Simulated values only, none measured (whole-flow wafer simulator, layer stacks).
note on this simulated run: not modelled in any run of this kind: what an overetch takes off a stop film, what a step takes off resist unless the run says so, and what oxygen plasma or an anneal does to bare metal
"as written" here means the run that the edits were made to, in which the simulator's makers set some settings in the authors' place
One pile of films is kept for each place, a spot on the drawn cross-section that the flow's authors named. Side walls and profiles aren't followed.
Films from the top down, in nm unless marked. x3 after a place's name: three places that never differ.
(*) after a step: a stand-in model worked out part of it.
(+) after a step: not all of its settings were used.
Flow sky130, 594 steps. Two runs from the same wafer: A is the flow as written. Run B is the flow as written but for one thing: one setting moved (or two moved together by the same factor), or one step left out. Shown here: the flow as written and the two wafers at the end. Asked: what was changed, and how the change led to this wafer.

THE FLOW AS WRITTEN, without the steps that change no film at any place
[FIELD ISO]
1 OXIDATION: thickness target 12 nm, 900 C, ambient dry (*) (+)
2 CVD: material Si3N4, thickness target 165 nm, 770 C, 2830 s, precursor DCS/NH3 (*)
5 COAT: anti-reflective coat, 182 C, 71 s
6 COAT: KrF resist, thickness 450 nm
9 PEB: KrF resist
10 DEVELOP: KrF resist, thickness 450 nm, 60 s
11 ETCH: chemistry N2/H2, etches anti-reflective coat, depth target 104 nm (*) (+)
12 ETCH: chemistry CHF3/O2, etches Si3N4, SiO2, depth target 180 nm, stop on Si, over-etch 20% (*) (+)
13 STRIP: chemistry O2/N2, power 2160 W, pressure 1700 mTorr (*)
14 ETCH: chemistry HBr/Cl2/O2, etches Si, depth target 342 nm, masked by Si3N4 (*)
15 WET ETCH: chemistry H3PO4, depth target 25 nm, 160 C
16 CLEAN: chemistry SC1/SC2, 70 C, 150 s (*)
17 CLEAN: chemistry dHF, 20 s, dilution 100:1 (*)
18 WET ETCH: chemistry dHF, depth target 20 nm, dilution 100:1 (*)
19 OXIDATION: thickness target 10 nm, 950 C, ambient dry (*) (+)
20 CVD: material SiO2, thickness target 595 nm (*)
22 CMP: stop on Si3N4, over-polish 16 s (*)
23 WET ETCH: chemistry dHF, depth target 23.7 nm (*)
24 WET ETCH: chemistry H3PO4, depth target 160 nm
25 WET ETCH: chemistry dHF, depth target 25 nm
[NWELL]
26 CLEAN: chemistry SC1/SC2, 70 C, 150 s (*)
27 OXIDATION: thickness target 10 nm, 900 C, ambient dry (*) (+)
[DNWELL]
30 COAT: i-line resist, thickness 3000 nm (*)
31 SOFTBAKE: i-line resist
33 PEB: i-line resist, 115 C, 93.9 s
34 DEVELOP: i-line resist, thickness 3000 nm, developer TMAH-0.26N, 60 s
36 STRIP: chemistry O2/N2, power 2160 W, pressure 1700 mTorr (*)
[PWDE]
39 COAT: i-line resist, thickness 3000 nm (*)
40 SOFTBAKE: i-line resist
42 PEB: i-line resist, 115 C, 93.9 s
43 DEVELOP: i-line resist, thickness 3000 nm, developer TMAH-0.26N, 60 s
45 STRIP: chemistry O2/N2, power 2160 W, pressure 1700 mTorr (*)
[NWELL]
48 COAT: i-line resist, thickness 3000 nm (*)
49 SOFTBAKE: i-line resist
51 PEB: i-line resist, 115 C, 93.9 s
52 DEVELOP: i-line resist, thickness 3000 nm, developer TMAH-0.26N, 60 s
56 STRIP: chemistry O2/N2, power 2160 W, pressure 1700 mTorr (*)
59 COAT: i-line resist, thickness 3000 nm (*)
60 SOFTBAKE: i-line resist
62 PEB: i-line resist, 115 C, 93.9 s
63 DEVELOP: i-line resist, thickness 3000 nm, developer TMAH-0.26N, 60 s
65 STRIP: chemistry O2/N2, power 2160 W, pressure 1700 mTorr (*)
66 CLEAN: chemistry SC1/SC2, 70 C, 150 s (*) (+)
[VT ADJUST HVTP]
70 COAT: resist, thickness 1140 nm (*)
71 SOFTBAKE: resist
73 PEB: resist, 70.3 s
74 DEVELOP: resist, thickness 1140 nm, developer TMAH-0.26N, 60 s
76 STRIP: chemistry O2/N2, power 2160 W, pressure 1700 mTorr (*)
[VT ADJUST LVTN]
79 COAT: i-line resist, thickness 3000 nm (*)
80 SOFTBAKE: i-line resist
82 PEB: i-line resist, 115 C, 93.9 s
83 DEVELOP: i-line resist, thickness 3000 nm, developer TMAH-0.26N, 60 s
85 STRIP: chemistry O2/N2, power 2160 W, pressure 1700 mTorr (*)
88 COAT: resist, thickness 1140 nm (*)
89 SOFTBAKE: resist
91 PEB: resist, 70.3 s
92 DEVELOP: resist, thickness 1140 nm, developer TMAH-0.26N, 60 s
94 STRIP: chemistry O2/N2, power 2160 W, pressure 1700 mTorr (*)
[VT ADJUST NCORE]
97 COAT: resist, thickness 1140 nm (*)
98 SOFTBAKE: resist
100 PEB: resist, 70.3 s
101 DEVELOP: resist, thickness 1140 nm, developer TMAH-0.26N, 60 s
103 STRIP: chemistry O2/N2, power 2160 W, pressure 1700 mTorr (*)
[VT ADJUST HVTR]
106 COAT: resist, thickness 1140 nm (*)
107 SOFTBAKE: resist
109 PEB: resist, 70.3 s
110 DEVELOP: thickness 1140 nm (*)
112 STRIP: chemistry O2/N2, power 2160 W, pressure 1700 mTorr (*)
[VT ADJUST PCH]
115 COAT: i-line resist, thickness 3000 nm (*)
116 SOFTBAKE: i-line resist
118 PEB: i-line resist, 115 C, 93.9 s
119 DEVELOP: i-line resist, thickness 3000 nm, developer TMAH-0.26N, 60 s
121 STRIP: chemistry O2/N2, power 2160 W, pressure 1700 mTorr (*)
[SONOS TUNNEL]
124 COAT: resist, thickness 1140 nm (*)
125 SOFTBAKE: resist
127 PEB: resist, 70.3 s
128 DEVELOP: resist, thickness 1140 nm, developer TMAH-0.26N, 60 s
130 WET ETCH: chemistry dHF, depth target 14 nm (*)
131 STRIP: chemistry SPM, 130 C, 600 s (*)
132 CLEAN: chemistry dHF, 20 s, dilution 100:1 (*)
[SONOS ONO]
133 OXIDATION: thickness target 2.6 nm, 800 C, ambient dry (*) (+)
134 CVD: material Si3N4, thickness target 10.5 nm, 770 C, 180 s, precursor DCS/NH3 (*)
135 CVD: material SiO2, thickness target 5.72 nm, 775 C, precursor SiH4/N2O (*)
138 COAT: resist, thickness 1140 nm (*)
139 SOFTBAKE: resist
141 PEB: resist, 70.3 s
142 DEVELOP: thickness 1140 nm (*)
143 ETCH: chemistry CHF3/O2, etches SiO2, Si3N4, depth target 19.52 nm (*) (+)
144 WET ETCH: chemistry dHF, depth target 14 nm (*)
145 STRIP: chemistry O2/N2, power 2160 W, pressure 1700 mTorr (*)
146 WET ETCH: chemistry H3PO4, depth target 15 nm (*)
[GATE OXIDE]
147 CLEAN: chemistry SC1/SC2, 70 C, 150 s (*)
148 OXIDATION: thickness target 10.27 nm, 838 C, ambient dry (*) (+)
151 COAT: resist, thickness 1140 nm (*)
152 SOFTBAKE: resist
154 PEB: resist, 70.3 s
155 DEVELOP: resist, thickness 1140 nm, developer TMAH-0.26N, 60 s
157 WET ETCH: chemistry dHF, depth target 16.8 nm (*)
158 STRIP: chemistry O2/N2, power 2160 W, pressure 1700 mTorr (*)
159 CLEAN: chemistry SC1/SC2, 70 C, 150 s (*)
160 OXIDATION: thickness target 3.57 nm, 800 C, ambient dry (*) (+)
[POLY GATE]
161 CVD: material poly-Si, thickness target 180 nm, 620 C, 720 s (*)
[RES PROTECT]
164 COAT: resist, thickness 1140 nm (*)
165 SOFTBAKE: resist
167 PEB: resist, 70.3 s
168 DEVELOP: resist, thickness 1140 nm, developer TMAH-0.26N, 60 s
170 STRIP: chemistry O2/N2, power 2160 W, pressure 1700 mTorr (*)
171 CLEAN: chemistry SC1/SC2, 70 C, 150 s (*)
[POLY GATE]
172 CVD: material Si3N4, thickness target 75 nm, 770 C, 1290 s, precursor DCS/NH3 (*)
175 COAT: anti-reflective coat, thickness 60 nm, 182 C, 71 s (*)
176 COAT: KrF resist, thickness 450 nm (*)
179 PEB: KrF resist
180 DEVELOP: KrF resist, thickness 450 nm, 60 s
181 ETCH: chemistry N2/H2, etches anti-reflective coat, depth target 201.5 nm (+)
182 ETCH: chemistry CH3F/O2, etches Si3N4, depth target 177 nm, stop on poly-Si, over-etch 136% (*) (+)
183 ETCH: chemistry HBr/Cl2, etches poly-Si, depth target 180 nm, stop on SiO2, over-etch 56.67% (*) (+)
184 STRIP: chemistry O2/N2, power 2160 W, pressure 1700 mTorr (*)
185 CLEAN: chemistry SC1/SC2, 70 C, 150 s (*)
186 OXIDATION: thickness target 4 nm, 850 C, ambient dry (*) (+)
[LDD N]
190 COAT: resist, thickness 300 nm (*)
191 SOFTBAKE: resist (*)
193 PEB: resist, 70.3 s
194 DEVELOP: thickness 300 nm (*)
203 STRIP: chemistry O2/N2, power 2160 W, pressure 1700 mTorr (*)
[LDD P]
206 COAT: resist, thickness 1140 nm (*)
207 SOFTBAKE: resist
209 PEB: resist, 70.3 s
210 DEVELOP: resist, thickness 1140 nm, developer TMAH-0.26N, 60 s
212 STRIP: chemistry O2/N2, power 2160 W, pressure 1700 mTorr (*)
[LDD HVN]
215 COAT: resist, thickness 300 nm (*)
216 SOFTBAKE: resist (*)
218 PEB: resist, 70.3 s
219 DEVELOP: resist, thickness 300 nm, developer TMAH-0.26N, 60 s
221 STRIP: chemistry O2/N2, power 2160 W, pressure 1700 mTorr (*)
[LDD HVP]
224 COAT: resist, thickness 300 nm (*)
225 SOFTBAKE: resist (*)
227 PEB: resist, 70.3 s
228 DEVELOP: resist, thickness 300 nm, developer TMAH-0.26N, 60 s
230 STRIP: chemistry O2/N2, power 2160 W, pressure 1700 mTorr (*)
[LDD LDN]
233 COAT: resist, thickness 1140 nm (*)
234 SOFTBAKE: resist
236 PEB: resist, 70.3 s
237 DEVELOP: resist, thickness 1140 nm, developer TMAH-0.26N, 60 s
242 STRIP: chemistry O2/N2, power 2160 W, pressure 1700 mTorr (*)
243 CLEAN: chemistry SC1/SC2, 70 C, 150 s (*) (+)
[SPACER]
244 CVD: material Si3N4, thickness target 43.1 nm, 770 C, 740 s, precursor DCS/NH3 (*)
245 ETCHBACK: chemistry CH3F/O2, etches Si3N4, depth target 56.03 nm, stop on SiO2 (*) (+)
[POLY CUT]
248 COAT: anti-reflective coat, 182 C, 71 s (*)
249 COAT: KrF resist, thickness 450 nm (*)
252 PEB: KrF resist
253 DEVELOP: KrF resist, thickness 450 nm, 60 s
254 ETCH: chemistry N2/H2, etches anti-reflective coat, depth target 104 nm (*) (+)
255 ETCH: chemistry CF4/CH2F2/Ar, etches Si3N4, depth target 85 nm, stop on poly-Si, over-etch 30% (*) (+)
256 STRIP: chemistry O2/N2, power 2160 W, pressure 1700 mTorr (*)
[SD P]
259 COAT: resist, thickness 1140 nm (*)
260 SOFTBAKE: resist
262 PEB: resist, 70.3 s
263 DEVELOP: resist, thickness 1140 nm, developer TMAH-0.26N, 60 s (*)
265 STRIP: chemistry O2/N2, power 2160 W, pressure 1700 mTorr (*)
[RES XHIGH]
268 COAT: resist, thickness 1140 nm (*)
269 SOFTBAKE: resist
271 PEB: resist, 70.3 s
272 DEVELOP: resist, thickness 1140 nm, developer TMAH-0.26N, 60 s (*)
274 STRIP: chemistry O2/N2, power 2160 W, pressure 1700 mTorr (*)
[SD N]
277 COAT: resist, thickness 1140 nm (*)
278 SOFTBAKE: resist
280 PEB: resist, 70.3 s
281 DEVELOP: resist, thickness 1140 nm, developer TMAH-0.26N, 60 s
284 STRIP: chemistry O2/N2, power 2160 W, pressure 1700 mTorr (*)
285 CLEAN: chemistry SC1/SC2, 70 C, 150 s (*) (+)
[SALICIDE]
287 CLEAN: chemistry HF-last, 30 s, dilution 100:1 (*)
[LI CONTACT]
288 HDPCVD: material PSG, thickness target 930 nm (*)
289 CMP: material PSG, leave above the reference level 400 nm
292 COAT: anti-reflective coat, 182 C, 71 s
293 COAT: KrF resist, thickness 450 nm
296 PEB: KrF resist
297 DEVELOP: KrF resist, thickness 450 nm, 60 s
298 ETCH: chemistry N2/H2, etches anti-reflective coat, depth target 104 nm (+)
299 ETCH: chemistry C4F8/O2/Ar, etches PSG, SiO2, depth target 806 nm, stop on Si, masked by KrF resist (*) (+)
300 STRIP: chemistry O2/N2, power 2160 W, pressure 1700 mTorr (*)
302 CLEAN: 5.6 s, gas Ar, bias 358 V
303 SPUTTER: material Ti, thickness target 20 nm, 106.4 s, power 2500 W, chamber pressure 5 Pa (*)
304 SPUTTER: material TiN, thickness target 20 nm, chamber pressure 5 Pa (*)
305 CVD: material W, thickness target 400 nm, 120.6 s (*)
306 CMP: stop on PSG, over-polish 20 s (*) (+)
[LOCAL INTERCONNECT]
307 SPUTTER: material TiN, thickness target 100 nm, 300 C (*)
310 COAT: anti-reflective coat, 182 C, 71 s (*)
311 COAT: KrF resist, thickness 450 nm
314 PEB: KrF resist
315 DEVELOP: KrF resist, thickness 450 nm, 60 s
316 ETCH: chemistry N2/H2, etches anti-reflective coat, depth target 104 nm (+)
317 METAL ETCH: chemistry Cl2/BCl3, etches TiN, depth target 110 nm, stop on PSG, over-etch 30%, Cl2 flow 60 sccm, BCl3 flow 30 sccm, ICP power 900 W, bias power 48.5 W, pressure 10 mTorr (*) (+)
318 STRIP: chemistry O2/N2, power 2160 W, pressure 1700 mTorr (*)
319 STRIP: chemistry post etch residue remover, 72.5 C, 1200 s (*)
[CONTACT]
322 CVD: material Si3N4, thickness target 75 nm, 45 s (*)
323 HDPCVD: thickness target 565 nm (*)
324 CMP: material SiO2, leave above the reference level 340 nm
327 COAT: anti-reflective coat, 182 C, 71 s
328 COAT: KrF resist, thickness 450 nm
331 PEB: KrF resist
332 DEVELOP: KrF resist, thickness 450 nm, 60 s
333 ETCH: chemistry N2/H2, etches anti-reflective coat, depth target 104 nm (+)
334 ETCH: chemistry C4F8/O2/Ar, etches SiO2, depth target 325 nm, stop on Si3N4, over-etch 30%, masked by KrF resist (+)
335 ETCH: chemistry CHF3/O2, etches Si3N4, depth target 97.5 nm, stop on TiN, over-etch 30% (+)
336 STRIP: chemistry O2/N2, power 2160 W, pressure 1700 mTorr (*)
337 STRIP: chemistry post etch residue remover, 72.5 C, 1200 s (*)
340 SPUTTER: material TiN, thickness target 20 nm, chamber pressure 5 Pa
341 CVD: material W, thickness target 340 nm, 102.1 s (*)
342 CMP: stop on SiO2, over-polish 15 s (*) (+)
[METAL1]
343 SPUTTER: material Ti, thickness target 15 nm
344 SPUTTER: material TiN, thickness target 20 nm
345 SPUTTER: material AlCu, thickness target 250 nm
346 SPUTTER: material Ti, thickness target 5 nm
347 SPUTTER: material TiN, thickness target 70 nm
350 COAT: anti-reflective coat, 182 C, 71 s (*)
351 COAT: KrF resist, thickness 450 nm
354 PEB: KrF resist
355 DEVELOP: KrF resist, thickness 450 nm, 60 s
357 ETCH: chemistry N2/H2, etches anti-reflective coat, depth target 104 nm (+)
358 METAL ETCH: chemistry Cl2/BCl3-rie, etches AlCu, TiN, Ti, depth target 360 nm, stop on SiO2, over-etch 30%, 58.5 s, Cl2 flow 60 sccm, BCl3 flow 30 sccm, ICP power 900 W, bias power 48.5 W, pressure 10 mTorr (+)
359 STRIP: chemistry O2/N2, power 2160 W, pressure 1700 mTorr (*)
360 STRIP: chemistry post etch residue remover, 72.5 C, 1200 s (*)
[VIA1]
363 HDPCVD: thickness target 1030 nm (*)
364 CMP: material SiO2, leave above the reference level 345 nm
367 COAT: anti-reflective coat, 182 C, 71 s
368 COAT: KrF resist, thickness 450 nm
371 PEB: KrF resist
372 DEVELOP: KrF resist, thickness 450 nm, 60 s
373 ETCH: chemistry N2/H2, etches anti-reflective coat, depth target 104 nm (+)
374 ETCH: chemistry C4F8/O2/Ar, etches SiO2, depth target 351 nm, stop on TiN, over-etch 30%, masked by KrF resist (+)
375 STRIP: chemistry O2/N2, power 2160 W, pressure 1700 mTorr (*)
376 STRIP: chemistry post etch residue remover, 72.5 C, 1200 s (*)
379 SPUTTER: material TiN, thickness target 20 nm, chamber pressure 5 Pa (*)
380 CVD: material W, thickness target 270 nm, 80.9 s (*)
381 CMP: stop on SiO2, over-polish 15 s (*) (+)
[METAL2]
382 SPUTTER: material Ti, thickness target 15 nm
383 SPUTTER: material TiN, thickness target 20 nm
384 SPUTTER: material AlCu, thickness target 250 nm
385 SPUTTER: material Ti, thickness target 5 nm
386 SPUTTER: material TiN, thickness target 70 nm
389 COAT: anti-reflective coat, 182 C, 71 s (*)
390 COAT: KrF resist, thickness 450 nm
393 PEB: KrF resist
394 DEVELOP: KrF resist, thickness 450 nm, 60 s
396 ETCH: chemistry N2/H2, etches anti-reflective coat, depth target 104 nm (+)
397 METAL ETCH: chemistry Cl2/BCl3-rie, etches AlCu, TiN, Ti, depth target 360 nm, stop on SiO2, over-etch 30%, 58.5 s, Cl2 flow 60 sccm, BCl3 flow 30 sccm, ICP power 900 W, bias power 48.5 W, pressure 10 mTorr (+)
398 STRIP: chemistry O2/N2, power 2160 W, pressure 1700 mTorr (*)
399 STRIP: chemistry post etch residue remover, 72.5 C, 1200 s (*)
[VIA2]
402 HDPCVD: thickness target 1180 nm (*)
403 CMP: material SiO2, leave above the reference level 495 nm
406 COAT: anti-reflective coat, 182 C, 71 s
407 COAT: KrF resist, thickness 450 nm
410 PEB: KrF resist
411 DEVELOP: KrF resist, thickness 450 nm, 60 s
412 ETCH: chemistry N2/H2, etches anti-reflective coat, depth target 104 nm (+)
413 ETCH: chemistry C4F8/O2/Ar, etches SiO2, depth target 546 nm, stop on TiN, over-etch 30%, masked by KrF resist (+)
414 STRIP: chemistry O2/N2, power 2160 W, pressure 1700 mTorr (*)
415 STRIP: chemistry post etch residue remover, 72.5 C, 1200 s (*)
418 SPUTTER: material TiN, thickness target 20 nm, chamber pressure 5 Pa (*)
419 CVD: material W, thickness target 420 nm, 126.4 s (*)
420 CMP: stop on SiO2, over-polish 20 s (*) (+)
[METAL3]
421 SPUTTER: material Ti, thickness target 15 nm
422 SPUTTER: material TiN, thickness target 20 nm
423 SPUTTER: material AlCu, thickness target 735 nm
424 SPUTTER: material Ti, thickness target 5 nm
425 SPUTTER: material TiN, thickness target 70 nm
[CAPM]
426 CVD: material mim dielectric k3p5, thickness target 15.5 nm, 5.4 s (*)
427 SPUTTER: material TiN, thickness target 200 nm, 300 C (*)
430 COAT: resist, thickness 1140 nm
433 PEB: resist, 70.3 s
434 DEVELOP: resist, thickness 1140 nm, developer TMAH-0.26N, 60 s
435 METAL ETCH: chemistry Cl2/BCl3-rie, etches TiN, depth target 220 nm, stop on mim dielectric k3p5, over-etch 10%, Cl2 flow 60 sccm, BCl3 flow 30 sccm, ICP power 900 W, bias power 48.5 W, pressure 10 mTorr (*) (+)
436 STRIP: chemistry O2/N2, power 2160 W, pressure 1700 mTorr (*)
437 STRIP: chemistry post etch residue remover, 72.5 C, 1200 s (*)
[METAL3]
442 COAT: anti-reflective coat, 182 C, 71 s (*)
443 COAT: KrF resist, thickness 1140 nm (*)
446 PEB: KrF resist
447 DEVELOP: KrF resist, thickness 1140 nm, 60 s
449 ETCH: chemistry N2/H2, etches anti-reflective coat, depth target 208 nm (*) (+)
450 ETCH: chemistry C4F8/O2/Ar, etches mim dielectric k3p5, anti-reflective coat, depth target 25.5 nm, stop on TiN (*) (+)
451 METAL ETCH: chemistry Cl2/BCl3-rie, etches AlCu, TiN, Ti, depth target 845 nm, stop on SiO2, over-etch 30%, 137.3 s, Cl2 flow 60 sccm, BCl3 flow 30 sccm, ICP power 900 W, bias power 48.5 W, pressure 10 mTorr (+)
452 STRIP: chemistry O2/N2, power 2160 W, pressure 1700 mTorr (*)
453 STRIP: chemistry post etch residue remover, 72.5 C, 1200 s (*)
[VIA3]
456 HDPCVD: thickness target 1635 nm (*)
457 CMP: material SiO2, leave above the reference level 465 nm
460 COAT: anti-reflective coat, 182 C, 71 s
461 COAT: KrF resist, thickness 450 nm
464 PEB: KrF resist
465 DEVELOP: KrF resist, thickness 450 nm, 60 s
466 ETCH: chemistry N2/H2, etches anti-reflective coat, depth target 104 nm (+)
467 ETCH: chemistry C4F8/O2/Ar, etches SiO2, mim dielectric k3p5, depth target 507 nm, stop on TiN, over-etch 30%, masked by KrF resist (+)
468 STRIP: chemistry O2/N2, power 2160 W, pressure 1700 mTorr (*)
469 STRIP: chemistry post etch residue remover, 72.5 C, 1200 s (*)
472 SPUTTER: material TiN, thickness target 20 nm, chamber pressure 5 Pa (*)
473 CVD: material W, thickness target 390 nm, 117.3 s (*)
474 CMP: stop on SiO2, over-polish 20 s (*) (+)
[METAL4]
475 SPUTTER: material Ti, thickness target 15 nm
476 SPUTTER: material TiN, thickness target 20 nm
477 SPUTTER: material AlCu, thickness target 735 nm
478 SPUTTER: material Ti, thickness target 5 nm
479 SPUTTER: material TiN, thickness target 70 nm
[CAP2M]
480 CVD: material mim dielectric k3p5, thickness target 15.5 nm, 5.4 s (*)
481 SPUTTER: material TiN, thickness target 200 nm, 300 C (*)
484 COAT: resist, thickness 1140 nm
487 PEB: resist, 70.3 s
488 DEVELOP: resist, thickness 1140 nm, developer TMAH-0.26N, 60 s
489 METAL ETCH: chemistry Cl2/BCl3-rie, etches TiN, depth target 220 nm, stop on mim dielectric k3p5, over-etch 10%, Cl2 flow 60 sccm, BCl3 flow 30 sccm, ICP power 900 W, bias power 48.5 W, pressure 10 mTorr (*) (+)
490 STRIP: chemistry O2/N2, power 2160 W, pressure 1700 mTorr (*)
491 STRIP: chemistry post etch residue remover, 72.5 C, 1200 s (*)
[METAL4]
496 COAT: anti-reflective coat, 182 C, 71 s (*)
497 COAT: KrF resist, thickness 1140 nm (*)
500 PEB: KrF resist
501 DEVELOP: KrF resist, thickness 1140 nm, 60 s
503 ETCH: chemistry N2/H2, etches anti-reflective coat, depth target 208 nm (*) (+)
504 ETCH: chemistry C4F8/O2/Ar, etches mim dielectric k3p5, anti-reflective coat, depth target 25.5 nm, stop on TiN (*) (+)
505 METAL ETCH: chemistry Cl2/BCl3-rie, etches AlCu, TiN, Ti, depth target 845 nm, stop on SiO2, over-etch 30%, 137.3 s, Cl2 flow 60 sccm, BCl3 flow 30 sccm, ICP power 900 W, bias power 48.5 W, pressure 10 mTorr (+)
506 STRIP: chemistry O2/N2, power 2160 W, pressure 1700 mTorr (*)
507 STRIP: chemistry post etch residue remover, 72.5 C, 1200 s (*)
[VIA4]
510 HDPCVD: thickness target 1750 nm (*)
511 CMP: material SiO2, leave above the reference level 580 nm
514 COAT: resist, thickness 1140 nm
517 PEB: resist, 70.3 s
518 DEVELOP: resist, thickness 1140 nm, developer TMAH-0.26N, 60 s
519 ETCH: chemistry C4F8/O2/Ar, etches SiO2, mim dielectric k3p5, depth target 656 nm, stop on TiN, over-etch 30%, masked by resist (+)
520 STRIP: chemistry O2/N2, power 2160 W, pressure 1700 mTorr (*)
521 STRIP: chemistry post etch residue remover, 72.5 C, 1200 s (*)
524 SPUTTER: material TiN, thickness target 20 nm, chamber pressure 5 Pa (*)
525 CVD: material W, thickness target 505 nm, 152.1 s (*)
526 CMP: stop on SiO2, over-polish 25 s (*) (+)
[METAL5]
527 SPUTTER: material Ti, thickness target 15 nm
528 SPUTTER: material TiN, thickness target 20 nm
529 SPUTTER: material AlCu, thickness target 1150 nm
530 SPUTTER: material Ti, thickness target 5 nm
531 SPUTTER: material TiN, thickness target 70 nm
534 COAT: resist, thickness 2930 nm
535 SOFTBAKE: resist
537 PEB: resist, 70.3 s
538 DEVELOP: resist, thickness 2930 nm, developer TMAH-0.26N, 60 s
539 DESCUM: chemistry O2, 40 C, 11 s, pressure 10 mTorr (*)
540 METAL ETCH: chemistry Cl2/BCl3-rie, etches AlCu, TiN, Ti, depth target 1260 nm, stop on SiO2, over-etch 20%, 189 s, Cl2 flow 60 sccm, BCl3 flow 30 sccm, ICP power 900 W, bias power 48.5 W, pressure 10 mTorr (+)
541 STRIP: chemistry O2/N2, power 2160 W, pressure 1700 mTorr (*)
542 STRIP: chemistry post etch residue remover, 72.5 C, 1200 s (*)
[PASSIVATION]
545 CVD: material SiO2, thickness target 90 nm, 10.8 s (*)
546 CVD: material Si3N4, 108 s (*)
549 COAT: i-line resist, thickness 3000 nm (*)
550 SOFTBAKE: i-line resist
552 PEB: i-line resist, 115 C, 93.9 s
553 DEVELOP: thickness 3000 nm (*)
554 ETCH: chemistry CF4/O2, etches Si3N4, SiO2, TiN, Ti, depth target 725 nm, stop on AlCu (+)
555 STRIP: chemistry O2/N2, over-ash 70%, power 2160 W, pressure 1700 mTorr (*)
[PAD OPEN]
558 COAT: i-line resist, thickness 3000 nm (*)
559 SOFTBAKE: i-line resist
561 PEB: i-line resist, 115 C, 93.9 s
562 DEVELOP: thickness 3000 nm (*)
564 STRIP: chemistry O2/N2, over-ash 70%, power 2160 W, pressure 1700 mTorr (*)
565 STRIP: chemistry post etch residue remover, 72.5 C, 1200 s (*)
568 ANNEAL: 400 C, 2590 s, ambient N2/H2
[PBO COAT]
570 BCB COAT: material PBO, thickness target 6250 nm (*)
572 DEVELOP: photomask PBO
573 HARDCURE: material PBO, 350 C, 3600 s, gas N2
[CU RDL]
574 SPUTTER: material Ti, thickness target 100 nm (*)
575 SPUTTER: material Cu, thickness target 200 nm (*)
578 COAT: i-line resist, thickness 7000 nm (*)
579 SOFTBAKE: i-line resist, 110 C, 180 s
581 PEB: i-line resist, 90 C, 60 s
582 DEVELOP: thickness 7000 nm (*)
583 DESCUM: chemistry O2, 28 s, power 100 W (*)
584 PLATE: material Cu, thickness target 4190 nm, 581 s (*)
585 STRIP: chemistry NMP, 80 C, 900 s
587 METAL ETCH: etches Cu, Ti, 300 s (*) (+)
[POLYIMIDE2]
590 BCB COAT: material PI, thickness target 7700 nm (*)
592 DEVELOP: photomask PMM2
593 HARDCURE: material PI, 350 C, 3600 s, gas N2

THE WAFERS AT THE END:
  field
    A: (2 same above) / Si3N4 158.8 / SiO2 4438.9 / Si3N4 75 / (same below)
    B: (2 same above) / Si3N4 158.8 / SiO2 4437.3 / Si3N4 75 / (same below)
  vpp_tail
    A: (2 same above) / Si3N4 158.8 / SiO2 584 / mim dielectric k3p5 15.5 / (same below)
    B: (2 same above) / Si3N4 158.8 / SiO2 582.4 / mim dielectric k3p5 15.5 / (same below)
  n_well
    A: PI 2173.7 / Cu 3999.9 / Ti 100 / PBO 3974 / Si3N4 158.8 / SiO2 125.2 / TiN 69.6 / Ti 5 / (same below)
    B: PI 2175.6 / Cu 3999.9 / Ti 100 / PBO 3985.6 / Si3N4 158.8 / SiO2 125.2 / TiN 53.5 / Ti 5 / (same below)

The cause: step 531, SPUTTER: thickness target 53.9 nm was run, where the flow has thickness target 70 nm.

How the change led to this, step by step:
  531 SPUTTER: material TiN, thickness target 70 nm
      field, active, n_well and 190 more: A TiN +70 (new film) | B TiN +53.9 (new film)
  540 METAL ETCH: chemistry Cl2/BCl3-rie, etches AlCu, TiN, Ti, depth target 1260 nm, stop on SiO2, over-etch 20%, 189 s, Cl2 flow 60 sccm, BCl3 flow 30 sccm, ICP power 900 W, bias power 48.5 W, pressure 10 mTorr (+)
      field, active, gate and 175 more: A TiN -70 (all of it), Ti -5 (all of it), AlCu -1150 (all of it), TiN -20 (all of it), Ti -15 (all of it), SiO2 -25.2 | B TiN -53.9 (all of it), Ti -5 (all of it), AlCu -1150 (all of it), TiN -20 (all of it), Ti -15 (all of it), SiO2 -26.8
  550 SOFTBAKE: i-line resist
      drift_pwde: A i-line resist +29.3 | B i-line resist +28.7
  554 ETCH: chemistry CF4/O2, etches Si3N4, SiO2, TiN, Ti, depth target 725 nm, stop on AlCu (+)
      field, active, n_well and 189 more: A i-line resist -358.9 | B i-line resist -342.8
      pad: A Si3N4 -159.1 (all of it), SiO2 -125.2 (all of it), TiN -69.6 (all of it), Ti -5 (all of it) | B Si3N4 -159.1 (all of it), SiO2 -125.2 (all of it), TiN -53.5 (all of it), Ti -5 (all of it)
  555 STRIP: chemistry O2/N2, over-ash 70%, power 2160 W, pressure 1700 mTorr (*)
      n_well, p_well, sd_n, sd_p: A i-line resist -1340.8 (all of it) | B i-line resist -1371.1 (all of it)
      m1: A i-line resist -1364.1 (all of it) | B i-line resist -1394 (all of it)
      (and at 6 more places)
  559 SOFTBAKE: i-line resist
      drift_pwde: A i-line resist +29.3 | B i-line resist +28.7
